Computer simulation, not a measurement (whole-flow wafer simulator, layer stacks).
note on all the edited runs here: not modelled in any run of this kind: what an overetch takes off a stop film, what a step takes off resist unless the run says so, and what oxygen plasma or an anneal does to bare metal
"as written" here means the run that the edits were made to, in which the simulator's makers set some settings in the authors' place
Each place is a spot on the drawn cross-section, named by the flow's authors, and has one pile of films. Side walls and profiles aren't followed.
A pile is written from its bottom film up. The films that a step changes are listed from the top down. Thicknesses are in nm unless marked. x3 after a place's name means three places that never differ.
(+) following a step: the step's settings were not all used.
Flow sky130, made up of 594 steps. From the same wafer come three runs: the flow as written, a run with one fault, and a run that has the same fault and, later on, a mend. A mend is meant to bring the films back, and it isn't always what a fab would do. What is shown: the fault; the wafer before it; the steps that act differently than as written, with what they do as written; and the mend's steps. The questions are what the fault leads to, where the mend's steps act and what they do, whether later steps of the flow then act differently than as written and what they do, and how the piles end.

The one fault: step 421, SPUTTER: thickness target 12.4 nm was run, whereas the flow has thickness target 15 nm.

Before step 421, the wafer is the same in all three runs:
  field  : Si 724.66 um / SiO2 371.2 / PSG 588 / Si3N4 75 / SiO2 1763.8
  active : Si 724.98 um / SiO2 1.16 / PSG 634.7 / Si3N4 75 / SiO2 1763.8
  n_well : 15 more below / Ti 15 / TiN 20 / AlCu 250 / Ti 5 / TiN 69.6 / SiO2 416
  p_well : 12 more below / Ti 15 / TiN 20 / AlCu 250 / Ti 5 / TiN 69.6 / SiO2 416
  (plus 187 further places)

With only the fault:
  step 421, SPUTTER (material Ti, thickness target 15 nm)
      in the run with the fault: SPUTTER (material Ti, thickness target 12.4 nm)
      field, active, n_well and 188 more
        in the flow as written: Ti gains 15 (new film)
        in the run with the fault: Ti gains 12.4 (new film)
  Steps later in the flow that act otherwise than as written (17 other steps are not shown; they differ only slightly, by no more than 2% or 0.5 nm, whichever is larger):
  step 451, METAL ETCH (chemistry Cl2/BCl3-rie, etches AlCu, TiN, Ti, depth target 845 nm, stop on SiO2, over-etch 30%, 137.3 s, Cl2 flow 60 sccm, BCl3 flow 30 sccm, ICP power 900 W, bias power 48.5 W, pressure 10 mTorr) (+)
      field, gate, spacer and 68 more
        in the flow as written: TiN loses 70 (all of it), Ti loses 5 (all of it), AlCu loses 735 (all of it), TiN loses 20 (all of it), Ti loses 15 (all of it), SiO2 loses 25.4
        in the run with the fault: TiN loses 70 (all of it), Ti loses 5 (all of it), AlCu loses 735 (all of it), TiN loses 20 (all of it), Ti loses 12.4 (all of it), SiO2 loses 25.6
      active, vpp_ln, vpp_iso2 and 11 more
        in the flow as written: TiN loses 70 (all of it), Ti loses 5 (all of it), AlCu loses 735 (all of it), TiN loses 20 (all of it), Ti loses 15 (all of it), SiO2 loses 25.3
        in the run with the fault: TiN loses 70 (all of it), Ti loses 5 (all of it), AlCu loses 735 (all of it), TiN loses 20 (all of it), Ti loses 12.4 (all of it), SiO2 loses 25.6
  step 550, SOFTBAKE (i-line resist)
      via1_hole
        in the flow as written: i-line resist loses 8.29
        in the run with the fault: i-line resist loses 7.42
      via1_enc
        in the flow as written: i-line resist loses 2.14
        in the run with the fault: i-line resist loses 1.33
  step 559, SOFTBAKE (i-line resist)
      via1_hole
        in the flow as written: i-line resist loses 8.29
        in the run with the fault: i-line resist loses 7.42
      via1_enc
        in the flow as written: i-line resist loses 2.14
        in the run with the fault: i-line resist loses 1.33
  The piles end different from the flow's at n_well, p_well, gate_hv and 104 more by more than 2% or 0.5 nm, whichever is larger.
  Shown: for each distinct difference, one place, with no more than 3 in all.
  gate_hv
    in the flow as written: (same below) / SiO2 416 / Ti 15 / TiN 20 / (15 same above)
    in the run with the fault: (same below) / SiO2 416 / Ti 12.4 / TiN 20 / (15 same above)
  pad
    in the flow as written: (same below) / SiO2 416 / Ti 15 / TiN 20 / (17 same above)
    in the run with the fault: (same below) / SiO2 416 / Ti 12.4 / TiN 20 / (17 same above)
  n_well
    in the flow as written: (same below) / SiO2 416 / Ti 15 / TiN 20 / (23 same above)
    in the run with the fault: (same below) / SiO2 416 / Ti 12.4 / TiN 20 / (23 same above)

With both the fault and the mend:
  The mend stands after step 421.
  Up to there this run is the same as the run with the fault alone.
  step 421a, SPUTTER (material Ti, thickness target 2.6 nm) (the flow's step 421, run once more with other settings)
      field, active, n_well and 188 more
        Ti gains 2.6
  Later steps of the flow that are run all act as written at every place that is followed.
  By the end, the piles equal the flow's at every place that both follow.
